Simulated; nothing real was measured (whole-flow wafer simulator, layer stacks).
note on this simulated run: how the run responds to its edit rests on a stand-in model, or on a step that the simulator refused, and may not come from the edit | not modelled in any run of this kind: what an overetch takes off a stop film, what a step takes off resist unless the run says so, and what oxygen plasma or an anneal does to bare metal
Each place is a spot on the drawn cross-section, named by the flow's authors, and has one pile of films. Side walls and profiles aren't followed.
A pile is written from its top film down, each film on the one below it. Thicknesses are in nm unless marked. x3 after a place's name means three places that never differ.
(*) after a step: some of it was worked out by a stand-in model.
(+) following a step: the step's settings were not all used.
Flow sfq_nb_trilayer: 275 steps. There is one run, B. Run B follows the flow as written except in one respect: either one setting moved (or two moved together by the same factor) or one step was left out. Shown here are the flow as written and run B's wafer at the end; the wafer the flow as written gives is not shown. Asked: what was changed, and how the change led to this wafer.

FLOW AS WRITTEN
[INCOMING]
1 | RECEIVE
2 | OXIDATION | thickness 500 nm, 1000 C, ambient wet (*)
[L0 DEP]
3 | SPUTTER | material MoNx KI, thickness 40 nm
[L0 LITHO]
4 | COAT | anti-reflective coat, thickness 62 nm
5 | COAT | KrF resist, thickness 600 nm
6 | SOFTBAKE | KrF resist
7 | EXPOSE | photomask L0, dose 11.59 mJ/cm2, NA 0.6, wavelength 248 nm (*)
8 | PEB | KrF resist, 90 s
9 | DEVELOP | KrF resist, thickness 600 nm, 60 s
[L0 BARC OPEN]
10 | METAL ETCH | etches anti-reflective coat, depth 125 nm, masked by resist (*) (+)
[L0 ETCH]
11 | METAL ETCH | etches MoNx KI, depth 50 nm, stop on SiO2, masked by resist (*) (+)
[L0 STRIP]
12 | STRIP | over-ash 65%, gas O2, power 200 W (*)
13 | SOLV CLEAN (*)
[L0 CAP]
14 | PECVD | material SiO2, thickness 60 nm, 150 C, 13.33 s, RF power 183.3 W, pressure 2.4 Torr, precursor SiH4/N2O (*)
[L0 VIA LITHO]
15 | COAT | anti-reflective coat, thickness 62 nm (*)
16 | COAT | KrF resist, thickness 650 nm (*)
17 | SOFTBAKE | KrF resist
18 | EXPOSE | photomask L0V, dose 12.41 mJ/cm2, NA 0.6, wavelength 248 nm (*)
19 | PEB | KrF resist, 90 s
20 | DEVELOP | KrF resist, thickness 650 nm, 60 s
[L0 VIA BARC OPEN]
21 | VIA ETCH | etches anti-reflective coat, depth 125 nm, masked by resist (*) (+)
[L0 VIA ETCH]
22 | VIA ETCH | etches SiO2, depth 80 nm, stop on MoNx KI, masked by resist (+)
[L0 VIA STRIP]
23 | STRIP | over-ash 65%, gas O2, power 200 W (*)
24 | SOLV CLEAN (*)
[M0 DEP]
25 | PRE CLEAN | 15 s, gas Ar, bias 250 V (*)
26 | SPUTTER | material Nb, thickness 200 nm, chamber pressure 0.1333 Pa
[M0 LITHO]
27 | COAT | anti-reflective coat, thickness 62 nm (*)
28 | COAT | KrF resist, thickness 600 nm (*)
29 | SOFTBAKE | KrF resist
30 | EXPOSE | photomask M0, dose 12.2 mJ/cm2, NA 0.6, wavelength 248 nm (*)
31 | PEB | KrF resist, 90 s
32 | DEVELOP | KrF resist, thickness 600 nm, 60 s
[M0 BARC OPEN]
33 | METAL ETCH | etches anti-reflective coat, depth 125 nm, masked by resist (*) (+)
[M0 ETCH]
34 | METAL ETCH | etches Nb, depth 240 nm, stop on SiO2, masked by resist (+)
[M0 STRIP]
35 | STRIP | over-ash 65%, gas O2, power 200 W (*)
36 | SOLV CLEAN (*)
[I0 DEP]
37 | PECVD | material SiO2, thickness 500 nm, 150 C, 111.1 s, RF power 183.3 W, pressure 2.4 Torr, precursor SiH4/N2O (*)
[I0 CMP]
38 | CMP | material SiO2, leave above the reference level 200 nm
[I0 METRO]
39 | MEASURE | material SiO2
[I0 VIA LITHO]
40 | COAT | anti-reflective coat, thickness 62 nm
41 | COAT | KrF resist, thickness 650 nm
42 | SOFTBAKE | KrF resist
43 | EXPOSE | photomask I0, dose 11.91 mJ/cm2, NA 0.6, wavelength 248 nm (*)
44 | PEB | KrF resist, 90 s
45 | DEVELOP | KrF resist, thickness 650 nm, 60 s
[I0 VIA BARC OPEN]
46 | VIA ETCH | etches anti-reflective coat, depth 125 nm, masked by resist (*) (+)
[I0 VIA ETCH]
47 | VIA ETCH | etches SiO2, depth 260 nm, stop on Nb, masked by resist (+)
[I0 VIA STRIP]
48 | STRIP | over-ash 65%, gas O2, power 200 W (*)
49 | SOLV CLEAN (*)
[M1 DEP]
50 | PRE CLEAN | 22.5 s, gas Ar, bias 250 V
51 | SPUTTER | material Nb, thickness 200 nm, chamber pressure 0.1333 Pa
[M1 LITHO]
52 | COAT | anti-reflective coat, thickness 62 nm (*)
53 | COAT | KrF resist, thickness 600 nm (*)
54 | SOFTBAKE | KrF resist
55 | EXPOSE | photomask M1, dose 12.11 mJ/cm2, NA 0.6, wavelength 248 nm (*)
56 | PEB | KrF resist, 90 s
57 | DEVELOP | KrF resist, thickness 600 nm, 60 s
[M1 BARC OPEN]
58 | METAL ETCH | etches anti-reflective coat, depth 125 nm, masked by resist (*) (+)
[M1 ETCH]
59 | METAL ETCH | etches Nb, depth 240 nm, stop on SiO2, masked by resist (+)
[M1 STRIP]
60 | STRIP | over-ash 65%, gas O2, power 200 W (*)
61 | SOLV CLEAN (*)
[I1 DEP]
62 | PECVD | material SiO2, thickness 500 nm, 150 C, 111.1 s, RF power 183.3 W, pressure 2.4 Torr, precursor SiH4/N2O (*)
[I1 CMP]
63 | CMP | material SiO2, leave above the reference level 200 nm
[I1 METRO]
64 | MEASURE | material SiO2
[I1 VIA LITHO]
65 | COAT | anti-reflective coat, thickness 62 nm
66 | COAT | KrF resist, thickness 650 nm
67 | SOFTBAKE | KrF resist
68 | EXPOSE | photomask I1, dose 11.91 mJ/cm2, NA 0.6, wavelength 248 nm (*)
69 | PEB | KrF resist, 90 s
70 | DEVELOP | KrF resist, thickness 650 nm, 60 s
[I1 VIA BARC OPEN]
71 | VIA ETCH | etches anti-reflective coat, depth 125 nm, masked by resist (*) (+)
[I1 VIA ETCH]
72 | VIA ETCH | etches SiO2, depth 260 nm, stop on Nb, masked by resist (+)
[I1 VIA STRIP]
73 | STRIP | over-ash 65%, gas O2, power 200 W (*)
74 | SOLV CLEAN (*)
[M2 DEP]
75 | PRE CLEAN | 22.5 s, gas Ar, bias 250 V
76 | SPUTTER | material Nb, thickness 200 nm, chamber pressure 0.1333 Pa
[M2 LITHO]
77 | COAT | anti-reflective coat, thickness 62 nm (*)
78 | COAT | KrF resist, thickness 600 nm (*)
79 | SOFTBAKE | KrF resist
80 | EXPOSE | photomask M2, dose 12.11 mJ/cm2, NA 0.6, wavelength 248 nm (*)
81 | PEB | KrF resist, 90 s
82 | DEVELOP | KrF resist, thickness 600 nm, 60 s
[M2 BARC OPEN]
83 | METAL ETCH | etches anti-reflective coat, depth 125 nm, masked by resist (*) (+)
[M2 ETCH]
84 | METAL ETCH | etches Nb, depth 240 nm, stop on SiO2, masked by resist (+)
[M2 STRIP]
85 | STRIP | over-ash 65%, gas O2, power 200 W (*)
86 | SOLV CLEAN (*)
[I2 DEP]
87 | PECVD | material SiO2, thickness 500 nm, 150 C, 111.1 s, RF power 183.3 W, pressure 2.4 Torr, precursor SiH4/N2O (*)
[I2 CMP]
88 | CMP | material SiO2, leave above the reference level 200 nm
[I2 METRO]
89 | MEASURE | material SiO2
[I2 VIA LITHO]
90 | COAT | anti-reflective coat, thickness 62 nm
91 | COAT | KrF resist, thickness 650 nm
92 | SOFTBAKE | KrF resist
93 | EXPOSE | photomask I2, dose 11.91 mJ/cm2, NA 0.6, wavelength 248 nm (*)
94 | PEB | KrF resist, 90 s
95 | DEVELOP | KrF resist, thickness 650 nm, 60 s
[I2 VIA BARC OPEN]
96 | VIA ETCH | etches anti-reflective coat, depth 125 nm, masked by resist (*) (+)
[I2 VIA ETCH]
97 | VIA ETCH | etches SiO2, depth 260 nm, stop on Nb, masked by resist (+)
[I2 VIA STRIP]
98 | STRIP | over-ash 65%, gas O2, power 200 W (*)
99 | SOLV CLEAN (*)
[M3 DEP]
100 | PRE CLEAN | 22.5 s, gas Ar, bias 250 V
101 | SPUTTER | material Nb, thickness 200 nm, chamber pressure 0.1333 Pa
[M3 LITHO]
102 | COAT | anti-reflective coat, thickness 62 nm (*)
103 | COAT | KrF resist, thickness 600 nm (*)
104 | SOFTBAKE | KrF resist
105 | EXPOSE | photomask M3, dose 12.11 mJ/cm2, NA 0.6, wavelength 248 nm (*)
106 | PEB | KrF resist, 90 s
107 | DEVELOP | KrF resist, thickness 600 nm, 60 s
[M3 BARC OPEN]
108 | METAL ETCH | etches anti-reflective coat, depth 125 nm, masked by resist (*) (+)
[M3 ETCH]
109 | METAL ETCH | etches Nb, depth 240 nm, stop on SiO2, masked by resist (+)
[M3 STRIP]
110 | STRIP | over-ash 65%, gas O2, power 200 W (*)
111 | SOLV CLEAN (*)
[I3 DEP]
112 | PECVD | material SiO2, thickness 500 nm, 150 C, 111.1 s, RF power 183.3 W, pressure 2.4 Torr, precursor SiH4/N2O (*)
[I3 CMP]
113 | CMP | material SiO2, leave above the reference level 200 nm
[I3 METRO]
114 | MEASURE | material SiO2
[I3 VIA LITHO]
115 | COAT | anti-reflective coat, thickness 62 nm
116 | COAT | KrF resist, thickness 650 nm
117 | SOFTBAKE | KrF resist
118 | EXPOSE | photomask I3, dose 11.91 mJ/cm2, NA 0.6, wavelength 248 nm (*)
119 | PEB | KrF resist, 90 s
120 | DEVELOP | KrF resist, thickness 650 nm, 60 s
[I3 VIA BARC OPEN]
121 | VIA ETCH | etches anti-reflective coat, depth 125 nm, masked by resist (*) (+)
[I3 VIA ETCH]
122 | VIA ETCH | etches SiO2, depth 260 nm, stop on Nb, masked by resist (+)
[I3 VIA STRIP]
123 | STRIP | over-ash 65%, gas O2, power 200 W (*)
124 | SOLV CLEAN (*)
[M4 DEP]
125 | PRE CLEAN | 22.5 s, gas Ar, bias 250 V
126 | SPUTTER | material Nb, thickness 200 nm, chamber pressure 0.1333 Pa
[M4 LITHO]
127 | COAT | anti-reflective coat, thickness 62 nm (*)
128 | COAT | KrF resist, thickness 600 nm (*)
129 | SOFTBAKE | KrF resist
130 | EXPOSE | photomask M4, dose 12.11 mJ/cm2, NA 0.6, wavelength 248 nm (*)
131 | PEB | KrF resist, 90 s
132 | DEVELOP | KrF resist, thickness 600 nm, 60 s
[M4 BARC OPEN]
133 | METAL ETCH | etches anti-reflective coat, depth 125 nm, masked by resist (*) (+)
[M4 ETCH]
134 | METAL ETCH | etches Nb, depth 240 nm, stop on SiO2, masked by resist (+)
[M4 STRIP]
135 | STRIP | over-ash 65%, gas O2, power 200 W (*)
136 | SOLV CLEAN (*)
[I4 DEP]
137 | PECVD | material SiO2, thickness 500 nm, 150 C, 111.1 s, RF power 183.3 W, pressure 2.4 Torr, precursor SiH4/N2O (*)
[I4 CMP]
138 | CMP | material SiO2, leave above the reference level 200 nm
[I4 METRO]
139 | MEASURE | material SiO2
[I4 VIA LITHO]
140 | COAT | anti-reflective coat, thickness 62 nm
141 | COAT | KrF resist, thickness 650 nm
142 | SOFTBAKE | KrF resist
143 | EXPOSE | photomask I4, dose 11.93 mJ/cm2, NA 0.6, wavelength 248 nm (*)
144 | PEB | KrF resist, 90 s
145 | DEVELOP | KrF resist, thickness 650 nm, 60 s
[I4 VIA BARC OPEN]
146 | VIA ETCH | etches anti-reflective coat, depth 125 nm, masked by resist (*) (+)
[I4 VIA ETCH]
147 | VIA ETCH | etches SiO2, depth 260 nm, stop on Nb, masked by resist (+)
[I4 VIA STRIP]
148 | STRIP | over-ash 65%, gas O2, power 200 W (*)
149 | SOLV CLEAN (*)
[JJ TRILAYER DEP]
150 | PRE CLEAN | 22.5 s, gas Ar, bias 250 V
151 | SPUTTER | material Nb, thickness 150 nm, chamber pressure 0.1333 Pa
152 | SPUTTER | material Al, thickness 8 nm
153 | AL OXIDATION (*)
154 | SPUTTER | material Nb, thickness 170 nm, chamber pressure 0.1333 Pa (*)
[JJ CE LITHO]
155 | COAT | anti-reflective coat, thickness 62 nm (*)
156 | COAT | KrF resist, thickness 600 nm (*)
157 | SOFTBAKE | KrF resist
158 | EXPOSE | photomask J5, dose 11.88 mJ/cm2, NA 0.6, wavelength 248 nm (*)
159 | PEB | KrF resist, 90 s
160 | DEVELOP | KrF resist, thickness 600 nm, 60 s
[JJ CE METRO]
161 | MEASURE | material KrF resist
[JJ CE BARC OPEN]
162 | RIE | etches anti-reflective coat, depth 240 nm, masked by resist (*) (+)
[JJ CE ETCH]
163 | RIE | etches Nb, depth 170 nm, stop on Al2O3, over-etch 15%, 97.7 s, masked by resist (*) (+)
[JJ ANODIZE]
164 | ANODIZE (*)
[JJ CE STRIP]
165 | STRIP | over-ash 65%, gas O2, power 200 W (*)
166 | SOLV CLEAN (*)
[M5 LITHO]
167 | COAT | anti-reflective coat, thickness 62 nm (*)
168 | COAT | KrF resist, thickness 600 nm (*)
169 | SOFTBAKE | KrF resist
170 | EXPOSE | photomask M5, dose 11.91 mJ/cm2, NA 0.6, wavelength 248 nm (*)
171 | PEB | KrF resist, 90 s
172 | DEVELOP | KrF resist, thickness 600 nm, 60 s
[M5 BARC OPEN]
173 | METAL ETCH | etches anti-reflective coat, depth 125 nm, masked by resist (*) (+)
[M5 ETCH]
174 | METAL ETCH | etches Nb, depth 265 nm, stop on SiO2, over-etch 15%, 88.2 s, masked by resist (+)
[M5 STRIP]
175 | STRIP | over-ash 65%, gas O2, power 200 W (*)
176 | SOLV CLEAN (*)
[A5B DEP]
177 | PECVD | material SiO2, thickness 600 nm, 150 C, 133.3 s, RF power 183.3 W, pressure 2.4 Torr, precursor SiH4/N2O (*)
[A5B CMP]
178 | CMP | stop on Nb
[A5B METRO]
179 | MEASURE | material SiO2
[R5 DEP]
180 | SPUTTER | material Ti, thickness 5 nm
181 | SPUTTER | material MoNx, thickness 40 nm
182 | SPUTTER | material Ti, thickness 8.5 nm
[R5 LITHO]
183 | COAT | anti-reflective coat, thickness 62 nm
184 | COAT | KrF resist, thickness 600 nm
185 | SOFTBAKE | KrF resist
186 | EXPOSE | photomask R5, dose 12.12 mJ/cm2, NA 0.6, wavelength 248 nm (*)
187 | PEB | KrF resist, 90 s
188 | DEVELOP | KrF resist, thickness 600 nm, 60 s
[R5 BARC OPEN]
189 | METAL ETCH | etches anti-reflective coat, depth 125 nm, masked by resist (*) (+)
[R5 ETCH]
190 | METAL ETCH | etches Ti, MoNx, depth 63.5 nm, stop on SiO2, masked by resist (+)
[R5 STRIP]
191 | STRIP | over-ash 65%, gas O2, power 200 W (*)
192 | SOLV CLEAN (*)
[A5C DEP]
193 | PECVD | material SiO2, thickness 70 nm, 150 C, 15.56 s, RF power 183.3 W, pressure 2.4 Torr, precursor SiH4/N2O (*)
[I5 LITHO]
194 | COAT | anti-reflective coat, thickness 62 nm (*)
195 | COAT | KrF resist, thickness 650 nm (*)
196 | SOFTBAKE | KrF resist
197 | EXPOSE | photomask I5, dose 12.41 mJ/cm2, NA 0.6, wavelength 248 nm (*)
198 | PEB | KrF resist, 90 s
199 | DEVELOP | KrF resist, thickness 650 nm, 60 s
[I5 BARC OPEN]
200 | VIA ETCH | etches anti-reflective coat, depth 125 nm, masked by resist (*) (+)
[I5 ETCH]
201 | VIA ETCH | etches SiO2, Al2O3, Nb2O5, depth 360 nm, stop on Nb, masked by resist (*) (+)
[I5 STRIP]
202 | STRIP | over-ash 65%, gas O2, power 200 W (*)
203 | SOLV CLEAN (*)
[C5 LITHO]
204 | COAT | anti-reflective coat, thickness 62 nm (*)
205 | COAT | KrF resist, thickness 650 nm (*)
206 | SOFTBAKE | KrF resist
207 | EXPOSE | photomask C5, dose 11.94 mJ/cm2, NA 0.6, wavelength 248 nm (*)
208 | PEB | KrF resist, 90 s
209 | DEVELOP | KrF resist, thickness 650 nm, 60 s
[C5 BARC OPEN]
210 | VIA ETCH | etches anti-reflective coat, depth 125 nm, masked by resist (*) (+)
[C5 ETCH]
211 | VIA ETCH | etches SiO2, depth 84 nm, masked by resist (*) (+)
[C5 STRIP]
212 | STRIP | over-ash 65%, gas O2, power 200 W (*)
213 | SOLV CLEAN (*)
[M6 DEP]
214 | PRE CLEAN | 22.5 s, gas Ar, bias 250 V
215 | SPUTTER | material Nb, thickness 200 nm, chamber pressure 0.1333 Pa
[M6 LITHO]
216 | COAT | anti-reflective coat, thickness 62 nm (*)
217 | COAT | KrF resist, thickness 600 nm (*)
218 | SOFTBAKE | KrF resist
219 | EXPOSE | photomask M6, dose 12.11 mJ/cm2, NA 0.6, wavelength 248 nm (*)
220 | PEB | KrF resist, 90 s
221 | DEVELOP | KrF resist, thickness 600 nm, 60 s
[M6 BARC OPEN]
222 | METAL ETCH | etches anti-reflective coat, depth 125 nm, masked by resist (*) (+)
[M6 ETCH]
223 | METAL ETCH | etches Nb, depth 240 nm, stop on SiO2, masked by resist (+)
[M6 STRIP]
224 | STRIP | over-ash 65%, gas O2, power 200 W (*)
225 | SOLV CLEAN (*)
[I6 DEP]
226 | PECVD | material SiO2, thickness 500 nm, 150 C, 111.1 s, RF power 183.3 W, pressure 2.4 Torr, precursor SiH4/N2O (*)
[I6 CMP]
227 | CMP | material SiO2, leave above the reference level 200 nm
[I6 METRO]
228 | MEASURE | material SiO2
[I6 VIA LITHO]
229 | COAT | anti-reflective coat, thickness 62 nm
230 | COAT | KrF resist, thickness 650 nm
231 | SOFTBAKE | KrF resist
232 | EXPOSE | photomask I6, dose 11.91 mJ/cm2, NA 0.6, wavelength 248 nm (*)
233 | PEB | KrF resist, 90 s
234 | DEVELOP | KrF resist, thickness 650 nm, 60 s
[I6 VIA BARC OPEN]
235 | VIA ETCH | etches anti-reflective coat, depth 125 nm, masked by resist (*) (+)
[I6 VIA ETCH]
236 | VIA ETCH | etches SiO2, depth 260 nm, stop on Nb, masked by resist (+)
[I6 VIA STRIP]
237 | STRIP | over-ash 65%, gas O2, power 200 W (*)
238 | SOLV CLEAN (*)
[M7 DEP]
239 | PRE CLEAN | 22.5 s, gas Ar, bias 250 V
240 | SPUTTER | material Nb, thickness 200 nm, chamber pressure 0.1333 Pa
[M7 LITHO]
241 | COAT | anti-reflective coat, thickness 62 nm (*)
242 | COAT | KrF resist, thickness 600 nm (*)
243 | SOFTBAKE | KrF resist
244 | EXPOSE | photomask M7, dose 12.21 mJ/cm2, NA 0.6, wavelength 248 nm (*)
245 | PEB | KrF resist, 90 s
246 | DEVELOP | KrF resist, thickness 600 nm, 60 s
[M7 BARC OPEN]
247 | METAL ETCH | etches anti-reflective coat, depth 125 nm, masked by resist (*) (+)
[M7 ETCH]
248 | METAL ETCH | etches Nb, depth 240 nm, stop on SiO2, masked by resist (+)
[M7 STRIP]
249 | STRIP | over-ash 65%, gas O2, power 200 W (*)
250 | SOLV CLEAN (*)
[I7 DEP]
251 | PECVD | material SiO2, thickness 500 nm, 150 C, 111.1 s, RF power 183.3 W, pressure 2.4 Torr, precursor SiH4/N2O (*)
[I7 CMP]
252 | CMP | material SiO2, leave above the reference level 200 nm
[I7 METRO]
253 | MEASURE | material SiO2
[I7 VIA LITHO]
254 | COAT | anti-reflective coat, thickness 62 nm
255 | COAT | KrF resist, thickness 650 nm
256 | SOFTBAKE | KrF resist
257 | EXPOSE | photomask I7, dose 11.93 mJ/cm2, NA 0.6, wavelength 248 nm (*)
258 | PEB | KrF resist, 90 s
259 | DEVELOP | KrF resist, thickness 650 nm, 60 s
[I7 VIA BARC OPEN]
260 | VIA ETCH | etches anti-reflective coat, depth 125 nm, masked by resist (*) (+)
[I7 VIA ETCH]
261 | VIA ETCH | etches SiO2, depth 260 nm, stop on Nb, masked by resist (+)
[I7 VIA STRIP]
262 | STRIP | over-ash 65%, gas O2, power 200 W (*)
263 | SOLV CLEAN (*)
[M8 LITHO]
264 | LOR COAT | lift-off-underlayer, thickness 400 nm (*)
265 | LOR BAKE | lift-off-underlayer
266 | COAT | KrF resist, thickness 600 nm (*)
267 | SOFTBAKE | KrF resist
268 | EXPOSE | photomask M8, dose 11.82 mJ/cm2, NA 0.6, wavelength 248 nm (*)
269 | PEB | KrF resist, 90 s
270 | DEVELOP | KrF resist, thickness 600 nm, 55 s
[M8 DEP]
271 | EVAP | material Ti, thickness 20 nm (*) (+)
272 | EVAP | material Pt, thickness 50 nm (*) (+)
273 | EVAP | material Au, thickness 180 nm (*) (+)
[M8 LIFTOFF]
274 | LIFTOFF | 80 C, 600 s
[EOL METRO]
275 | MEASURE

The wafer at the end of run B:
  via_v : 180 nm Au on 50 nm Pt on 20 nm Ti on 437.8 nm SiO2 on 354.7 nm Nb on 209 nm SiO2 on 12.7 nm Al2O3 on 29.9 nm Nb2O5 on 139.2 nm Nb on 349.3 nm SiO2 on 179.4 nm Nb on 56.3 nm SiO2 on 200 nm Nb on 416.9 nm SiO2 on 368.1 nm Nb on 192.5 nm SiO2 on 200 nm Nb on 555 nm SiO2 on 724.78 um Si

The reason: step 122, VIA ETCH: depth 136 nm was run, though the flow has depth 260 nm.

Step by step, how the change led to this:
  122 | VIA ETCH | etches SiO2, depth 260 nm, stop on Nb, masked by resist (+)
      via_v: -136 SiO2 (in the flow as written it would be: -199.8 SiO2 (all of it))
      field_l, v_sur, via_wl and 102 more: -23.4 KrF resist (in the flow as written it would be: -44.8 KrF resist)
  123 | STRIP | over-ash 65%, gas O2, power 200 W (*)
      field_l, v_sur, via_wl and 102 more: -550 KrF resist (all of it), -62 anti-reflective coat (all of it) (in the flow as written it would be: -528.6 KrF resist (all of it), -62 anti-reflective coat (all of it))
  125 | PRE CLEAN | 22.5 s, gas Ar, bias 250 V
      via_v: -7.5 SiO2 (in the flow as written it would be: -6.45 Nb)
  126 | SPUTTER | material Nb, thickness 200 nm, chamber pressure 0.1333 Pa
      via_v: +179.4 Nb (new film) (in the flow as written it would be: +165.5 Nb)
  127 | COAT | anti-reflective coat, thickness 62 nm (*)
      via_sp: +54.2 anti-reflective coat (new film) (in the flow as written it would be: +53 anti-reflective coat (new film))
      via_v: +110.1 anti-reflective coat (new film) (in the flow as written it would be: +124.8 anti-reflective coat (new film))
      (also at 1 further place)
  128 | COAT | KrF resist, thickness 600 nm (*)
      via_v: +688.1 KrF resist (new film) (in the flow as written it would be: +739.8 KrF resist (new film))
  135 | STRIP | over-ash 65%, gas O2, power 200 W (*)
      via_sp: -378.2 KrF resist (all of it), -54.2 anti-reflective coat (all of it) (in the flow as written it would be: -373.9 KrF resist (all of it), -53 anti-reflective coat (all of it))
      via_v: -470.2 KrF resist (all of it), -110.1 anti-reflective coat (all of it) (in the flow as written it would be: -521.8 KrF resist (all of it), -124.8 anti-reflective coat (all of it))
      (also at 1 further place)
  137 | PECVD | material SiO2, thickness 500 nm, 150 C, 111.1 s, RF power 183.3 W, pressure 2.4 Torr, precursor SiH4/N2O (*)
      via_v: +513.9 SiO2 (new film) (in the flow as written it would be: +615 SiO2 (new film))
  138 | CMP | material SiO2, leave above the reference level 200 nm
      via_v: -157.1 SiO2 (in the flow as written it would be: -181.6 SiO2)
Taking metal films that touch as one body, via_v has 7 bodies (between them, from the top down: SiO2 437.8; SiO2 209 / Al2O3 12.7 / Nb2O5 29.9; SiO2 349.3; SiO2 56.3; SiO2 416.9; SiO2 192.5); the flow as written gives 6 bodies (between them, from the top down: SiO2 437.8; SiO2 209 / Al2O3 12.7 / Nb2O5 29.9; SiO2 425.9; SiO2 416.9; SiO2 192.5).
